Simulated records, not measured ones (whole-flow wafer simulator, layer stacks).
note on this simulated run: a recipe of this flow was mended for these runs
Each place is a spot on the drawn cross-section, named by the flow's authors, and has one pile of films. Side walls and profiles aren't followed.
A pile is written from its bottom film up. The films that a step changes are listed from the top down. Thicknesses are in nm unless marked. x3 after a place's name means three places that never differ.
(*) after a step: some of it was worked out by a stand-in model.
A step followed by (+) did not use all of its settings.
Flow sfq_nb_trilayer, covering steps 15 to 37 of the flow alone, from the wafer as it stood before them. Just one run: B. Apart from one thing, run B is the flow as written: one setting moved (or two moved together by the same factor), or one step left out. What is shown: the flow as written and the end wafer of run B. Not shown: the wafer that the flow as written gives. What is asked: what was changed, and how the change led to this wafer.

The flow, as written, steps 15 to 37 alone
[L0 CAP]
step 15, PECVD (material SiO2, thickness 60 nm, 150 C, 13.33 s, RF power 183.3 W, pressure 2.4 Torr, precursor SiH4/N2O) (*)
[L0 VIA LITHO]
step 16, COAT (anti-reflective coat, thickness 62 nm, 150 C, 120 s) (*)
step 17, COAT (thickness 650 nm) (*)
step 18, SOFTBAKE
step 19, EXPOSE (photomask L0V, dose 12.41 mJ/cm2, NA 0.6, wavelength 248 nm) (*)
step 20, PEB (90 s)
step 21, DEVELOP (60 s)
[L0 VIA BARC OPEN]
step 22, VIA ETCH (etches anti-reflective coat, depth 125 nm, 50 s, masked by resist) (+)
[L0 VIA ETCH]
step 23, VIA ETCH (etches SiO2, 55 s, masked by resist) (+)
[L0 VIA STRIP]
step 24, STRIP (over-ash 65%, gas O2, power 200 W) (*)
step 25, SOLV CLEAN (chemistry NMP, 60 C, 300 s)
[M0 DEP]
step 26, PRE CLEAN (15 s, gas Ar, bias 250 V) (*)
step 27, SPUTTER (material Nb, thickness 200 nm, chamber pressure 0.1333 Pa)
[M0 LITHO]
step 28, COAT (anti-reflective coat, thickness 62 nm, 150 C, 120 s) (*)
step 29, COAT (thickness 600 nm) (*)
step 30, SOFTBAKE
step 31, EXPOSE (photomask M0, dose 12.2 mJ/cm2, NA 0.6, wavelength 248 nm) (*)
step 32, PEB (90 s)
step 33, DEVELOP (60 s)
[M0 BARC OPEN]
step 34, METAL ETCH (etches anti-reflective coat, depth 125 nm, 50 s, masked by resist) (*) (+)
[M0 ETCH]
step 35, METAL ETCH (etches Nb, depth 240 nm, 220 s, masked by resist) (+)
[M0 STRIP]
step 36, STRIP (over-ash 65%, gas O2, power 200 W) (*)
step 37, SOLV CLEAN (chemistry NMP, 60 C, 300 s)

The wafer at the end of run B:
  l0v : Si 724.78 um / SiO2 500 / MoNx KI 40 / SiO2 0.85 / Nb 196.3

The reason: step 23, VIA ETCH: 37 s was run, while the flow as written has 55 s.

Step by step, how the change led to this:
  step 23, VIA ETCH (etches SiO2, 55 s, masked by resist) (+)
      l0v: -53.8 SiO2 (in the flow as written it would be: -59.7 SiO2 (all of it), -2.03 MoNx KI)
      field_l, v_sur, via_wl and 102 more: -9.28 KrF-resist-other-grade (in the flow as written it would be: -13.8 KrF-resist-other-grade)
  step 26, PRE CLEAN (15 s, gas Ar, bias 250 V) (*)
      l0v: -5 SiO2 (in the flow as written it would be: -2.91 MoNx KI)
  step 28, COAT (anti-reflective coat, thickness 62 nm, 150 C, 120 s) (*)
      l0_sur: +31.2 anti-reflective coat (new film) (in the flow as written it would be: +29.3 anti-reflective coat (new film))
      l0v: +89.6 anti-reflective coat (new film) (in the flow as written it would be: +92.5 anti-reflective coat (new film))
  step 36, STRIP (over-ash 65%, gas O2, power 200 W) (*)
      l0_sur: -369 KrF-resist-other-grade (all of it), -31.2 anti-reflective coat (all of it) (in the flow as written it would be: -370 KrF-resist-other-grade (all of it), -29.3 anti-reflective coat (all of it))
      l0v: -371.4 KrF-resist-other-grade (all of it), -89.6 anti-reflective coat (all of it) (in the flow as written it would be: -374.1 KrF-resist-other-grade (all of it), -92.5 anti-reflective coat (all of it))
Taking metal films that touch as one body, l0v has 2 bodies (between them, from the top down: SiO2 0.85); the flow as written gives 1 body.
